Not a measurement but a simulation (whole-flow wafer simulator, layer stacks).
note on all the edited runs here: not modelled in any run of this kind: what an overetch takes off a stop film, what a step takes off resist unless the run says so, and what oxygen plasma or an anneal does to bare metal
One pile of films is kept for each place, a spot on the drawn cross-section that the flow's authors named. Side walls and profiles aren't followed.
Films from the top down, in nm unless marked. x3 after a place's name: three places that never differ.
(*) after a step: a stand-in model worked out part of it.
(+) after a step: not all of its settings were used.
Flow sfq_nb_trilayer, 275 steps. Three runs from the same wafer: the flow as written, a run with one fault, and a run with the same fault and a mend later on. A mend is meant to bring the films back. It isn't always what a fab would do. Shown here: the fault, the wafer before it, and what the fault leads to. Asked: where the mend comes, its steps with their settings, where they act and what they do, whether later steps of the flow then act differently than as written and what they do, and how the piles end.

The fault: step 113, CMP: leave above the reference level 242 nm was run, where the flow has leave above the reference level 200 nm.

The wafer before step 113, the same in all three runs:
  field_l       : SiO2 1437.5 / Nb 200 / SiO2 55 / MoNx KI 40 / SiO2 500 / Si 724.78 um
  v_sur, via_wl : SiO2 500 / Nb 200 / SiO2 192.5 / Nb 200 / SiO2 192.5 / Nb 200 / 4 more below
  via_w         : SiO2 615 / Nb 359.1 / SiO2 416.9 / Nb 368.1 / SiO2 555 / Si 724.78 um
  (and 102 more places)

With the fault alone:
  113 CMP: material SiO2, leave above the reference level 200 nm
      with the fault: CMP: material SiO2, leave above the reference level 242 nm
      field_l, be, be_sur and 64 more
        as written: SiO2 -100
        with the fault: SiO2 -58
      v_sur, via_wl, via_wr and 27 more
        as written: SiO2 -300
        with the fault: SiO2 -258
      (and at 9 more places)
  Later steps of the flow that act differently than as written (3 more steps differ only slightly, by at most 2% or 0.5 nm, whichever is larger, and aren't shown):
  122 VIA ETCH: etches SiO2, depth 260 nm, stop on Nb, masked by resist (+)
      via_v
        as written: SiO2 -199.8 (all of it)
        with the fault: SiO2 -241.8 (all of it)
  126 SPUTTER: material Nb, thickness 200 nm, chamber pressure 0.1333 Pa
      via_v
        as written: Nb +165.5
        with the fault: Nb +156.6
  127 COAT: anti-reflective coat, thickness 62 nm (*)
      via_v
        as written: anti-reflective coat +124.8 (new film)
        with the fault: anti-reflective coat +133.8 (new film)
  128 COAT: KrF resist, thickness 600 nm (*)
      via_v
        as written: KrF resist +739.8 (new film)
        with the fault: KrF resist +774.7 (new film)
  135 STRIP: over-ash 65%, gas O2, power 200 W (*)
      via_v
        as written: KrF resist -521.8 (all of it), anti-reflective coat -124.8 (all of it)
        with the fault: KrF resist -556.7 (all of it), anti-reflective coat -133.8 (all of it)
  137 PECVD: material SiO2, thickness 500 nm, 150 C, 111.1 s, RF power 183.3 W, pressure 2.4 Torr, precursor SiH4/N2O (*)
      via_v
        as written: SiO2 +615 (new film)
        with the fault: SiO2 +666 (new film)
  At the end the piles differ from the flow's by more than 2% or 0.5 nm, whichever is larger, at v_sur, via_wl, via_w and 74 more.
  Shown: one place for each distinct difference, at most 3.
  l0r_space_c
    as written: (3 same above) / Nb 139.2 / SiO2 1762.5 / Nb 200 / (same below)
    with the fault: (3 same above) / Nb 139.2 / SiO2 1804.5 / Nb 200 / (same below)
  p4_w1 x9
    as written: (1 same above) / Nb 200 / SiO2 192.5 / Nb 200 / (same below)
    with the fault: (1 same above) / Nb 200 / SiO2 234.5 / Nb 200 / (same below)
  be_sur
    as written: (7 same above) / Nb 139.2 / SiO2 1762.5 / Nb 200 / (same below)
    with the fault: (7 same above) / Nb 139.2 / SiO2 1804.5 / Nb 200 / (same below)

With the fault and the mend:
  The mend comes after step 120.
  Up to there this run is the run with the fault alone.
  120a STRIP: over-ash 65%, gas O2, power 200 W (*)
      field_l, v_sur, via_wl and 102 more
        KrF resist -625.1 (all of it), anti-reflective coat -62 (all of it)
      via_v
        anti-reflective coat -62 (all of it)
  120b CMP: material SiO2, leave above the reference level 200 nm (the flow's step 113 once more)
      field_l, v_sur, via_wl and 103 more
        SiO2 -42
  120c COAT: anti-reflective coat, thickness 62 nm (the flow's step 115 once more)
      field_l, v_sur, via_wl and 103 more
        anti-reflective coat +62 (new film)
  120d COAT: KrF resist, thickness 650 nm (the flow's step 116 once more)
      field_l, v_sur, via_wl and 103 more
        KrF resist +650 (new film)
  120e SOFTBAKE: KrF resist (the flow's step 117 once more)
      changes no film at any place that is followed
  120f EXPOSE: photomask I3, dose 11.91 mJ/cm2, NA 0.6, wavelength 248 nm (*) (the flow's step 118 once more)
      changes no film at any place that is followed
  120g PEB: KrF resist, 90 s (the flow's step 119 once more)
      field_l, v_sur, via_wl and 103 more
        KrF resist -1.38
  120h DEVELOP: KrF resist, thickness 650 nm, 60 s (the flow's step 120 once more)
      field_l, v_sur, via_wl and 102 more
        KrF resist -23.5
      via_v
        KrF resist -648.6 (all of it)
  No later step of the flow acts differently than as written at any place that is followed.
  At the end the piles are the same as the flow's at every place that both follow.
